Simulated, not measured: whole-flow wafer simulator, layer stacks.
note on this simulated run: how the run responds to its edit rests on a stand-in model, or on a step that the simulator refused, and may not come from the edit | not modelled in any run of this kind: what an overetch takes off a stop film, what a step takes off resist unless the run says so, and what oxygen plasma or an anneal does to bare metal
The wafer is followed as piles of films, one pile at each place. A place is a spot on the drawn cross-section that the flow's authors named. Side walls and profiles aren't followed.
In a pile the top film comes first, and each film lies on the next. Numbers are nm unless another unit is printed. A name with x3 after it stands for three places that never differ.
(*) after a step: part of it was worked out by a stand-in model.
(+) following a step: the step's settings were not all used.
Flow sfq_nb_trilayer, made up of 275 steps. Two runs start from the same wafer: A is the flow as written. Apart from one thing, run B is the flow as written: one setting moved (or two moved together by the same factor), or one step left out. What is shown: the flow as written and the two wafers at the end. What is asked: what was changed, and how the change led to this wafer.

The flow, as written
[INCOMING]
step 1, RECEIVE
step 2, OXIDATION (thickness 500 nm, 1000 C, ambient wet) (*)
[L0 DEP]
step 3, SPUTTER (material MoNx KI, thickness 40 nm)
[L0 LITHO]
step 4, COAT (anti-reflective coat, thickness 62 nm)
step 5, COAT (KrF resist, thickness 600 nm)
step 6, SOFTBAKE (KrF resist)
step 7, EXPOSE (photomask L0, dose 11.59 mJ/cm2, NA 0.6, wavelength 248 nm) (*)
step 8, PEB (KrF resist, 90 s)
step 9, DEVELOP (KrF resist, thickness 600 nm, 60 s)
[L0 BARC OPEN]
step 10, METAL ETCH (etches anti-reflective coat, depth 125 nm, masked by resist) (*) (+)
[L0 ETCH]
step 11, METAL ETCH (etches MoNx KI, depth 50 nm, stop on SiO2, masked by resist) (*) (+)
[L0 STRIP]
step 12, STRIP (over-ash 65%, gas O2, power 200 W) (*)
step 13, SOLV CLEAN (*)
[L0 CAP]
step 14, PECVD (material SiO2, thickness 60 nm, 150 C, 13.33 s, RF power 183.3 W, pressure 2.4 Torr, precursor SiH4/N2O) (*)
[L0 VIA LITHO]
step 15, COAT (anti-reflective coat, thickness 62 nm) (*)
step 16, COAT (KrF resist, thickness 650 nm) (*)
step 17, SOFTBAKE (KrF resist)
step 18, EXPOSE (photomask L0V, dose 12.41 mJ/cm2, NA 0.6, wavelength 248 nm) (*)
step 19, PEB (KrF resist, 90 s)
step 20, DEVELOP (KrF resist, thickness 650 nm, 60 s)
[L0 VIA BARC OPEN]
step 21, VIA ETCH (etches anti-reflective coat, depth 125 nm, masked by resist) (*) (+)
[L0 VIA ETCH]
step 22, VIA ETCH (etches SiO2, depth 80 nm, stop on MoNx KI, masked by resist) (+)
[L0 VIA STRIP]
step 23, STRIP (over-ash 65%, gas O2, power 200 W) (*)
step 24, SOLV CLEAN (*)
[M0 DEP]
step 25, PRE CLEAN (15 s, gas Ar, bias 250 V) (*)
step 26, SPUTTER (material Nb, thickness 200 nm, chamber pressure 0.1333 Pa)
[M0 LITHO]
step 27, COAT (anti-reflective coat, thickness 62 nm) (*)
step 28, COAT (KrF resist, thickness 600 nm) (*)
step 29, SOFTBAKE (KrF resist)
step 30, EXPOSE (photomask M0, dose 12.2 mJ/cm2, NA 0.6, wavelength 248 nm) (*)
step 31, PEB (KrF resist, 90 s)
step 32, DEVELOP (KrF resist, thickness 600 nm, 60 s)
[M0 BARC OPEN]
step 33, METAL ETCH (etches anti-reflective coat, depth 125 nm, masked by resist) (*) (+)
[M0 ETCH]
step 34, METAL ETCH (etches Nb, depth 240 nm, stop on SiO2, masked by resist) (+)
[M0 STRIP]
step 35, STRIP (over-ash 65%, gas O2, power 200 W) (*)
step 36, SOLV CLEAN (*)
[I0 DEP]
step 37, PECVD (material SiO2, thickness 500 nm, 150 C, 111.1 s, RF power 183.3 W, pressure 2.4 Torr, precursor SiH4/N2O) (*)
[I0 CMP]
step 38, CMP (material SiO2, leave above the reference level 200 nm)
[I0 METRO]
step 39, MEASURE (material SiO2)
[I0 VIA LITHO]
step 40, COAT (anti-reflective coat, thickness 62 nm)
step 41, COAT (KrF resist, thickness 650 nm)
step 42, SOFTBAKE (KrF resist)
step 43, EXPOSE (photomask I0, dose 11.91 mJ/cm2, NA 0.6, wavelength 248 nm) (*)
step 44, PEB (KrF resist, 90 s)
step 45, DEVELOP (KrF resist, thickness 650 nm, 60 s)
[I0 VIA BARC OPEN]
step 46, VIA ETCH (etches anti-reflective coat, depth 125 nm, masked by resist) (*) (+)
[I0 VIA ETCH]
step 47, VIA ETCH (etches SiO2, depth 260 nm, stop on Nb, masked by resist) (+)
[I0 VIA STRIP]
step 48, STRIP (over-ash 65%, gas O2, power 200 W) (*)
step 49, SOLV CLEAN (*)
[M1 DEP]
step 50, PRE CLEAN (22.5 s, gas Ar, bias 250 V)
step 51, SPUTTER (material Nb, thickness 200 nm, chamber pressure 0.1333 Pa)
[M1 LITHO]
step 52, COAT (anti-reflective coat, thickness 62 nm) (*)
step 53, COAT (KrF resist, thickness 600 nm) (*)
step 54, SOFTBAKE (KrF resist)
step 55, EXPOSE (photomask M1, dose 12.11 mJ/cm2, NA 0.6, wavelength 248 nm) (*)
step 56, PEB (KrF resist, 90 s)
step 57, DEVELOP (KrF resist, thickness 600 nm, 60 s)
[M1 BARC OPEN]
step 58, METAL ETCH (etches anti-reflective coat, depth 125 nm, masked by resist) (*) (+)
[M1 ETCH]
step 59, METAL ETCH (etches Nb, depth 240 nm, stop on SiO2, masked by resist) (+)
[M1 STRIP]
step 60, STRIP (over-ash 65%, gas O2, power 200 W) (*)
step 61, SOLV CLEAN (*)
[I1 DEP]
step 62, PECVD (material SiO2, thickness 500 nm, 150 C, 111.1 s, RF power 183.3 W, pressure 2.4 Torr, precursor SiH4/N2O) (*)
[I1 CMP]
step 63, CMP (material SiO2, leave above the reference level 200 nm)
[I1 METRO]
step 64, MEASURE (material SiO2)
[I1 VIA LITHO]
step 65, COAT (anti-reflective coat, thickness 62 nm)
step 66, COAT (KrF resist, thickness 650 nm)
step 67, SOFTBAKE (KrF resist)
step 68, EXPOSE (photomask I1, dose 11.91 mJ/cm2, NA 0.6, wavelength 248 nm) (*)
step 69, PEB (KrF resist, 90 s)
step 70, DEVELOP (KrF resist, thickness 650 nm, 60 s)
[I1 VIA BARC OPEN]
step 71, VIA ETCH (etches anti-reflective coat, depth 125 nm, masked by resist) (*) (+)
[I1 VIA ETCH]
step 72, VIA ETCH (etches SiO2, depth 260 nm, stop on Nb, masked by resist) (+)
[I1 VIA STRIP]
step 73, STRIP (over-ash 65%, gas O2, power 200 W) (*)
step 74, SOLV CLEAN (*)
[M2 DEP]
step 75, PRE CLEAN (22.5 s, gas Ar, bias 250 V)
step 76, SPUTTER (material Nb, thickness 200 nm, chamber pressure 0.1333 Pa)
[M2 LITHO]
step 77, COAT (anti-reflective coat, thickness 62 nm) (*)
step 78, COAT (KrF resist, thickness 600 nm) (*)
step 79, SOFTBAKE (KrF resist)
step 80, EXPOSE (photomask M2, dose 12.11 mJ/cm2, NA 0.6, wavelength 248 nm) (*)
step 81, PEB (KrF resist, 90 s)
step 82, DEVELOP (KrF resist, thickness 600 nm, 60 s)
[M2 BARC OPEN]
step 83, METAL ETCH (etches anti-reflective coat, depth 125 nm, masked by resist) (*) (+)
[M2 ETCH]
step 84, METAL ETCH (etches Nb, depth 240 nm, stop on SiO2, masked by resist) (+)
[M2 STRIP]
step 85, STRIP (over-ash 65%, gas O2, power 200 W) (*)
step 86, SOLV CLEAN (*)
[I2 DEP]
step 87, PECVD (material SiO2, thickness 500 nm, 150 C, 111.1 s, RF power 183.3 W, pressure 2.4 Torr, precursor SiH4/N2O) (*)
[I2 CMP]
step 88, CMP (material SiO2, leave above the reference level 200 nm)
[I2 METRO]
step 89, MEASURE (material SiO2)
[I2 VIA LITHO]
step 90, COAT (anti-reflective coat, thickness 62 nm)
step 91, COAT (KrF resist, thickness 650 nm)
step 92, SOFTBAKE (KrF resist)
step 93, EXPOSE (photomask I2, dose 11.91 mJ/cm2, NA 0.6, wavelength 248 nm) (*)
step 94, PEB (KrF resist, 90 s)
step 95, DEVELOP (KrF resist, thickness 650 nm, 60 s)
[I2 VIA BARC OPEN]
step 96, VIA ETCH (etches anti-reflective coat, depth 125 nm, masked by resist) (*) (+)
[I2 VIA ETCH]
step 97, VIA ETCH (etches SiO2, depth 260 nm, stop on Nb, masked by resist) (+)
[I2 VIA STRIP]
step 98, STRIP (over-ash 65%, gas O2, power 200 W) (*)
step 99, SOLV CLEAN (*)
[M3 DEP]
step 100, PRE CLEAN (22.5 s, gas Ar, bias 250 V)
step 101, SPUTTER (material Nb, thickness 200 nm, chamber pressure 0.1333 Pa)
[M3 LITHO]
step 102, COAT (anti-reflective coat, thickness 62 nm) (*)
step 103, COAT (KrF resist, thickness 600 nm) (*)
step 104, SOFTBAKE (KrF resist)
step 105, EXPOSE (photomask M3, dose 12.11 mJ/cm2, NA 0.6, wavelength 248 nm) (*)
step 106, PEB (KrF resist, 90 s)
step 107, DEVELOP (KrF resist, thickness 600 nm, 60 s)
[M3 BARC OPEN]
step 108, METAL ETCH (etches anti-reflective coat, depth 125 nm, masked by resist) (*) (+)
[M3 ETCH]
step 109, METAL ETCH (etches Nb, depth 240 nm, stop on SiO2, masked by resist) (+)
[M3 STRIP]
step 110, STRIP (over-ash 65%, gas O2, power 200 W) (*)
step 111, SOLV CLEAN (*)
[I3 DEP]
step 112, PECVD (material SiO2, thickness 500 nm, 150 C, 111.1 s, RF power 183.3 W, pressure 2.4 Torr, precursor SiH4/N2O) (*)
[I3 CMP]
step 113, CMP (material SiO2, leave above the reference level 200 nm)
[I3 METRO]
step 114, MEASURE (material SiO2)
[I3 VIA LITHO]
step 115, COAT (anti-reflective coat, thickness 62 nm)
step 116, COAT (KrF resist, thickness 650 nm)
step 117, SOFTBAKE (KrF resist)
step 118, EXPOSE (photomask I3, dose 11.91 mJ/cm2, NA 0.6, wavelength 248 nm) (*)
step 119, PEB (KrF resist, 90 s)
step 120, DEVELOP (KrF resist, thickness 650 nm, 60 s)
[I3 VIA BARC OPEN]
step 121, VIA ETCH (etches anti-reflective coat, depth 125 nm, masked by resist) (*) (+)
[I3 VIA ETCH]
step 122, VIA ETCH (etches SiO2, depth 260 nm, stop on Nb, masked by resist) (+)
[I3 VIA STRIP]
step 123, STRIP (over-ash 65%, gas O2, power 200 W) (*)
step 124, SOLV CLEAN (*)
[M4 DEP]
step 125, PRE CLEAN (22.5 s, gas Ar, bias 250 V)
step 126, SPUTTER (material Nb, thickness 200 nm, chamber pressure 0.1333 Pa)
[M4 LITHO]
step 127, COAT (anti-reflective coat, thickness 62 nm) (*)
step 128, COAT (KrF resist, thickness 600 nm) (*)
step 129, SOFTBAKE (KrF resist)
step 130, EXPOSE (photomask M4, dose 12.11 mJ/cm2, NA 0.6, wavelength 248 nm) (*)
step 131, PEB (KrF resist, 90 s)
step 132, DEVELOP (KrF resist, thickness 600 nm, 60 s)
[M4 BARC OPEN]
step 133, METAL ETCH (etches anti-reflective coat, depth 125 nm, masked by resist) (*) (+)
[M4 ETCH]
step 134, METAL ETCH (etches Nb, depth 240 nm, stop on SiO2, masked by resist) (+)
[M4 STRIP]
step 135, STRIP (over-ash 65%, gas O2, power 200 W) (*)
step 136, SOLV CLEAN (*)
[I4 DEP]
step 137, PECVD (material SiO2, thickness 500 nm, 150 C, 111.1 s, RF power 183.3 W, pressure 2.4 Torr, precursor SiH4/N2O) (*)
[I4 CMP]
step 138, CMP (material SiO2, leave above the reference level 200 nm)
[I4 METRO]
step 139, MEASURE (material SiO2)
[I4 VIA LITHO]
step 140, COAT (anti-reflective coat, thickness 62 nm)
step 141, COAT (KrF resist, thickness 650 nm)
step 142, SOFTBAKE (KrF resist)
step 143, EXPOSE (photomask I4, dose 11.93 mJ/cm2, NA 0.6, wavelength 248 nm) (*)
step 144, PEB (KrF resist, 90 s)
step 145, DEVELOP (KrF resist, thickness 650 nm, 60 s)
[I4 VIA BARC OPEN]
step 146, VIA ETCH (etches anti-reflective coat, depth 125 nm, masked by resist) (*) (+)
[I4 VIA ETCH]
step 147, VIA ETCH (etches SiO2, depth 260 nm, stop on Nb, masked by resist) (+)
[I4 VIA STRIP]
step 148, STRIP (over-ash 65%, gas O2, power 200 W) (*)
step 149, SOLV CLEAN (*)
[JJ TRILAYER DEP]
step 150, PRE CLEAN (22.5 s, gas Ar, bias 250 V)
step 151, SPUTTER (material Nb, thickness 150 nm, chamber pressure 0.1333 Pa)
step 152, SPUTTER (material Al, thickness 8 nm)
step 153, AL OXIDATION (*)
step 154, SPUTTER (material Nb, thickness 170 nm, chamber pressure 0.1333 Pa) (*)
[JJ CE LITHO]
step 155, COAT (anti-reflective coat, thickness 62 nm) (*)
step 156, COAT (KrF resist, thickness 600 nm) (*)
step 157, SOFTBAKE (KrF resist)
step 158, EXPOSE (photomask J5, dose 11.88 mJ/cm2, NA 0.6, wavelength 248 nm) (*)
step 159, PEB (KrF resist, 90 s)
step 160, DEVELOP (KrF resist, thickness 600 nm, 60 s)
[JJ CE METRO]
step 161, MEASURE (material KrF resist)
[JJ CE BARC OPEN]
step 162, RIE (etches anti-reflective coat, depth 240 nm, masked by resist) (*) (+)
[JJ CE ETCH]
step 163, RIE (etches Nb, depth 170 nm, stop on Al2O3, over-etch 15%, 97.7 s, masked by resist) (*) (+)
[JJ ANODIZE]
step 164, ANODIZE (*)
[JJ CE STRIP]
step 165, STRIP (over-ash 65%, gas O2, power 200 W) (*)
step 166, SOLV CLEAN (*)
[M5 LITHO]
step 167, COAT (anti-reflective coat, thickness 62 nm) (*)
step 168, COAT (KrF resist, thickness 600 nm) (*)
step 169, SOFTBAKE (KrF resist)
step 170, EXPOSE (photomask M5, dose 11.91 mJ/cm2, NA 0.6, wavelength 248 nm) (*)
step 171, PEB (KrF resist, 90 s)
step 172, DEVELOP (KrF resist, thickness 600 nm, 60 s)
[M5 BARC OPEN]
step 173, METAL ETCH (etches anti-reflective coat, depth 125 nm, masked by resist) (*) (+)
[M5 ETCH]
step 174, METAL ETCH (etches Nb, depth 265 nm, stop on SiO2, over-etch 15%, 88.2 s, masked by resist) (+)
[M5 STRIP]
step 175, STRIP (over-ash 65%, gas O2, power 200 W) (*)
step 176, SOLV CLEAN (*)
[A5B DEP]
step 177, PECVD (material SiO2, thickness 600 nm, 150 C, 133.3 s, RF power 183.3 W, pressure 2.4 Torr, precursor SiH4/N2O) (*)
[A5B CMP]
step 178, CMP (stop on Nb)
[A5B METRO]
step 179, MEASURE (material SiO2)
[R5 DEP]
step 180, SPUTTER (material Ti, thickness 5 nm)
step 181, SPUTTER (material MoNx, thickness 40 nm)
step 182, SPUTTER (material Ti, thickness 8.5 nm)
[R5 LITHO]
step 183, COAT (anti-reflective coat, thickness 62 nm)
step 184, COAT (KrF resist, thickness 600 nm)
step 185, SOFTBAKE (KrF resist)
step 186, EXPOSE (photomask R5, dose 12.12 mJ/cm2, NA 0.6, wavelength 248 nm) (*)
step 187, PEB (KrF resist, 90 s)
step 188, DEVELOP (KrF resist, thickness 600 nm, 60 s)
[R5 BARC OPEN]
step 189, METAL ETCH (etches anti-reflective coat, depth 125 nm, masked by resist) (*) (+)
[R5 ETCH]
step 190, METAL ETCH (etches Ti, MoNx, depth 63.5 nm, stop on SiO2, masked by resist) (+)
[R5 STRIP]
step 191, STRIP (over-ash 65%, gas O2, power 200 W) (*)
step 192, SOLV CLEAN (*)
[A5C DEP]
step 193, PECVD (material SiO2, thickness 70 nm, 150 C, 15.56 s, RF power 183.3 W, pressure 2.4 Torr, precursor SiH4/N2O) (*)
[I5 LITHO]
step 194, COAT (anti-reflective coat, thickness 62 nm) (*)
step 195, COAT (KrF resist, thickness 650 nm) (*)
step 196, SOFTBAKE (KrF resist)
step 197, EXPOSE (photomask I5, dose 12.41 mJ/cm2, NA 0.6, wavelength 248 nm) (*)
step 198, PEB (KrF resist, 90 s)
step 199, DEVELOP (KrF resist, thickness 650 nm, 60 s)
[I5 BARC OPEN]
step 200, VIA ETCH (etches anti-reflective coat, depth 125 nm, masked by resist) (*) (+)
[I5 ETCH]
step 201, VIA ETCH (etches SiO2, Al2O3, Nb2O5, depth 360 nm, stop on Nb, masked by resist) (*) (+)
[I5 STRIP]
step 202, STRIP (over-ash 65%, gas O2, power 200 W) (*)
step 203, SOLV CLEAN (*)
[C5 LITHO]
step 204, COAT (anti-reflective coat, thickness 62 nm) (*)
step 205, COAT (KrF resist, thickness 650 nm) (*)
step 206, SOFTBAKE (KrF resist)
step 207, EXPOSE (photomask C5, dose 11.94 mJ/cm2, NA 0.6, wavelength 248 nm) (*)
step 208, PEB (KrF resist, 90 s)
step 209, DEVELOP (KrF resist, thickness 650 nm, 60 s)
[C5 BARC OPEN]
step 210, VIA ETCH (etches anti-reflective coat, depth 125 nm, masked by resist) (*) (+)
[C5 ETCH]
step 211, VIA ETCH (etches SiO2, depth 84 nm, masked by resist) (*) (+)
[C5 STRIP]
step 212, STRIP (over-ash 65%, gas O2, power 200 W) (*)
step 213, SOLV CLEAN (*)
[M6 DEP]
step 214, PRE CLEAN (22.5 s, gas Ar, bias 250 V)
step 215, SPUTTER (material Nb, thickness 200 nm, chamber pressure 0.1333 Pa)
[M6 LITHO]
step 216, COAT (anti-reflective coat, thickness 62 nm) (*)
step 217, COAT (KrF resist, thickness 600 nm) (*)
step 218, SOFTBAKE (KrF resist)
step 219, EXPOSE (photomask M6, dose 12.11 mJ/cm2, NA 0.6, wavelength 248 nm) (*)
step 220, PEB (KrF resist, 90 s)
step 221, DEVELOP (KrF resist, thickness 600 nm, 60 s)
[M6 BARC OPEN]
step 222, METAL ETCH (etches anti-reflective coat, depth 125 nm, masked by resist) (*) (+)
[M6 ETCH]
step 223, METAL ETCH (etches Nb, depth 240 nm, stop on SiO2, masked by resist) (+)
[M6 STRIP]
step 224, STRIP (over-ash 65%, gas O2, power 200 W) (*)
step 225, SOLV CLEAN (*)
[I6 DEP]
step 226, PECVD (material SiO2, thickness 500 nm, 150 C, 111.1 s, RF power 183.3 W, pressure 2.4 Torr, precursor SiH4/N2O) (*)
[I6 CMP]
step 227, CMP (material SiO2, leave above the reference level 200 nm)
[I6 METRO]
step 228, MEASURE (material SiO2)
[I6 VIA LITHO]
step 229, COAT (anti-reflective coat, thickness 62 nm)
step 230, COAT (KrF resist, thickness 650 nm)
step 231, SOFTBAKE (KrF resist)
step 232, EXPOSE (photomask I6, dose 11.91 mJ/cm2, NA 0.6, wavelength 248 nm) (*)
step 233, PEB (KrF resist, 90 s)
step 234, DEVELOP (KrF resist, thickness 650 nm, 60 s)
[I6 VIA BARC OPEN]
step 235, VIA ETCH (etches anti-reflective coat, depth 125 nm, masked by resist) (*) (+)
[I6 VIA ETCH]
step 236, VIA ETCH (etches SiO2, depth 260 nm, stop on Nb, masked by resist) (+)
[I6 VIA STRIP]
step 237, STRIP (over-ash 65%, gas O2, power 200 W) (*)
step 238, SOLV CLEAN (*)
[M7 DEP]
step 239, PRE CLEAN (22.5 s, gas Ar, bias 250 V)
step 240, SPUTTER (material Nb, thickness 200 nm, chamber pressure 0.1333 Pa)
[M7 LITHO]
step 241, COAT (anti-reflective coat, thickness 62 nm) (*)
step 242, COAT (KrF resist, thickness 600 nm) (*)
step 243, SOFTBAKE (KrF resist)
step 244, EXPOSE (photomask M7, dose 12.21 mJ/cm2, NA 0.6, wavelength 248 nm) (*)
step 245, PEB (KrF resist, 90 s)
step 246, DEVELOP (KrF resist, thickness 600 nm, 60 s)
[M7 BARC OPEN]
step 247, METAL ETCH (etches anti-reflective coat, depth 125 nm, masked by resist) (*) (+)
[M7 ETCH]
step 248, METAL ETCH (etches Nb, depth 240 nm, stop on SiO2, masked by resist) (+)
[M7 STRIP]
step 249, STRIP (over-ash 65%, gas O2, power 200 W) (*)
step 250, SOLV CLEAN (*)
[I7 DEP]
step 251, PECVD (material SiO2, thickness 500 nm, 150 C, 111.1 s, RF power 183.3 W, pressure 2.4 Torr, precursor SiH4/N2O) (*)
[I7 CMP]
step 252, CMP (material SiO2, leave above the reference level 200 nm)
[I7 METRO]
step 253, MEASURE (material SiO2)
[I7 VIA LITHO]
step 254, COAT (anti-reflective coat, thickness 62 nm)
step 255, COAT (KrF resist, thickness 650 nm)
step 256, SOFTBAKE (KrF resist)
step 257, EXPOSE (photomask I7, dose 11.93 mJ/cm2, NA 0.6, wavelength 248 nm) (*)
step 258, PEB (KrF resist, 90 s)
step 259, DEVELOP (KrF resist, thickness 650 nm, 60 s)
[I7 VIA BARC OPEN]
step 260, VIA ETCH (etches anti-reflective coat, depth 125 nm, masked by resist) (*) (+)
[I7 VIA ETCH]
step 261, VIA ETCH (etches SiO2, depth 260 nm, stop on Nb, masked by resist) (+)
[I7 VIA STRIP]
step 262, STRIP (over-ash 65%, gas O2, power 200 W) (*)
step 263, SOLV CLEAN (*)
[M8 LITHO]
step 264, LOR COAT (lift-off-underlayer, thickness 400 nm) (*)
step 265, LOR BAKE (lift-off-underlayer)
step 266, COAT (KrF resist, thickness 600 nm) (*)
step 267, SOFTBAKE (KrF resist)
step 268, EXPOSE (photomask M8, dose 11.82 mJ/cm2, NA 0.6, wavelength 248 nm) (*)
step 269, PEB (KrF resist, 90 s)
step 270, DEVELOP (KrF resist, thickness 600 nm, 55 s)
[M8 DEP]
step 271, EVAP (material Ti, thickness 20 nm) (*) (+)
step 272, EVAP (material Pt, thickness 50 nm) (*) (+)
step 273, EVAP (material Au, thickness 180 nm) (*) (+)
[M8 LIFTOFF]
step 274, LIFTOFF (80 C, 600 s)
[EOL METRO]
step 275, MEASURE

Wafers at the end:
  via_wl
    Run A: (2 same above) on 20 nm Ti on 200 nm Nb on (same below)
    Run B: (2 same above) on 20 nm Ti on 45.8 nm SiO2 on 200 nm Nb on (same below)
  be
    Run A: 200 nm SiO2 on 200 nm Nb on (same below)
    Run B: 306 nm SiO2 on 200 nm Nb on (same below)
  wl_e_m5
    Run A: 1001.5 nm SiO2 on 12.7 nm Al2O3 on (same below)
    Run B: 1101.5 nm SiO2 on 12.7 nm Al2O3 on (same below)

What caused this: step 252, CMP: leave above the reference level 306 nm was run, whereas the flow has leave above the reference level 200 nm.
One can read it off the wafer: be has SiO2 306, and step 252 as written asks for 200 nm.

How this came from the change, step by step:
  step 252, CMP (material SiO2, leave above the reference level 200 nm)
      field_l, p4_fl, p4_fm and 56 more: A SiO2 loses 100 | B nothing
      field_r, lsp_l: A SiO2 loses 77.7 | B nothing
      (also at 45 further places)
  step 254, COAT (anti-reflective coat, thickness 62 nm)
      m5r_linepad_l, m5r_linepad_r, r5r_spacepad_l, r5r_spacepad_r: A anti-reflective coat gains 62 (new film) | B anti-reflective coat gains 64.5 (new film)
      m8r_pad_l, m8r_pad_r: A anti-reflective coat gains 62 (new film) | B anti-reflective coat gains 63.7 (new film)
      (also at 9 further places)
  step 261, VIA ETCH (etches SiO2, depth 260 nm, stop on Nb, masked by resist) (+)
      via_wl, via_w, via_wr: A SiO2 loses 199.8 (all of it) | B SiO2 loses 260
  step 262, STRIP (over-ash 65%, gas O2, power 200 W) (*)
      m5r_linepad_l, m5r_linepad_r: A KrF resist loses 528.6 (all of it), anti-reflective coat loses 62 (all of it) | B KrF resist loses 527.8 (all of it), anti-reflective coat loses 64.5 (all of it)
      r5r_spacepad_l, r5r_spacepad_r: A KrF resist loses 528.6 (all of it), anti-reflective coat loses 62 (all of it) | B KrF resist loses 528.1 (all of it), anti-reflective coat loses 64.5 (all of it)
      (also at 11 further places)
  step 264, LOR COAT (lift-off-underlayer, thickness 400 nm) (*)
      v_sur: A lift-off-underlayer gains 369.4 (new film) | B lift-off-underlayer gains 359.8 (new film)
      via_wl: A lift-off-underlayer gains 549.8 (new film) | B lift-off-underlayer gains 592.7 (new film)
      (also at 6 further places)
  step 270, DEVELOP (KrF resist, thickness 600 nm, 55 s)
      v_sur: A KrF resist loses 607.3 (all of it), lift-off-underlayer loses 369.4 (all of it) | B KrF resist loses 608.1 (all of it), lift-off-underlayer loses 359.8 (all of it)
      via_wl: A KrF resist loses 623.9 (all of it), lift-off-underlayer loses 549.8 (all of it) | B KrF resist loses 631.4 (all of it), lift-off-underlayer loses 592.7 (all of it)
      (also at 3 further places)
  step 274, LIFTOFF (80 C, 600 s)
      field_r: A Au loses 180 (all of it), Pt loses 50 (all of it), Ti loses 20 (all of it), KrF resist loses 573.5 (all of it), lift-off-underlayer loses 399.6 (all of it) | B Au loses 180 (all of it), Pt loses 50 (all of it), Ti loses 20 (all of it), KrF resist loses 576.7 (all of it), lift-off-underlayer loses 418 (all of it)
      lsp_l: A Au loses 180 (all of it), Pt loses 50 (all of it), Ti loses 20 (all of it), KrF resist loses 573.4 (all of it), lift-off-underlayer loses 399.6 (all of it) | B Au loses 180 (all of it), Pt loses 50 (all of it), Ti loses 20 (all of it), KrF resist loses 577.3 (all of it), lift-off-underlayer loses 417 (all of it)
      (also at 1 further place)
Taking metal films that touch as one body, via_wl has 8 bodies (between them, from the top down: SiO2 45.8; SiO2 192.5; SiO2 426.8 / Al2O3 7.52 / Nb2O5 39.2; SiO2 192.5; SiO2 192.5; SiO2 192.5; SiO2 192.5); the flow as written gives 7 bodies (between them, from the top down: SiO2 192.5; SiO2 426.8 / Al2O3 7.52 / Nb2O5 39.2; SiO2 192.5; SiO2 192.5; SiO2 192.5; SiO2 192.5).
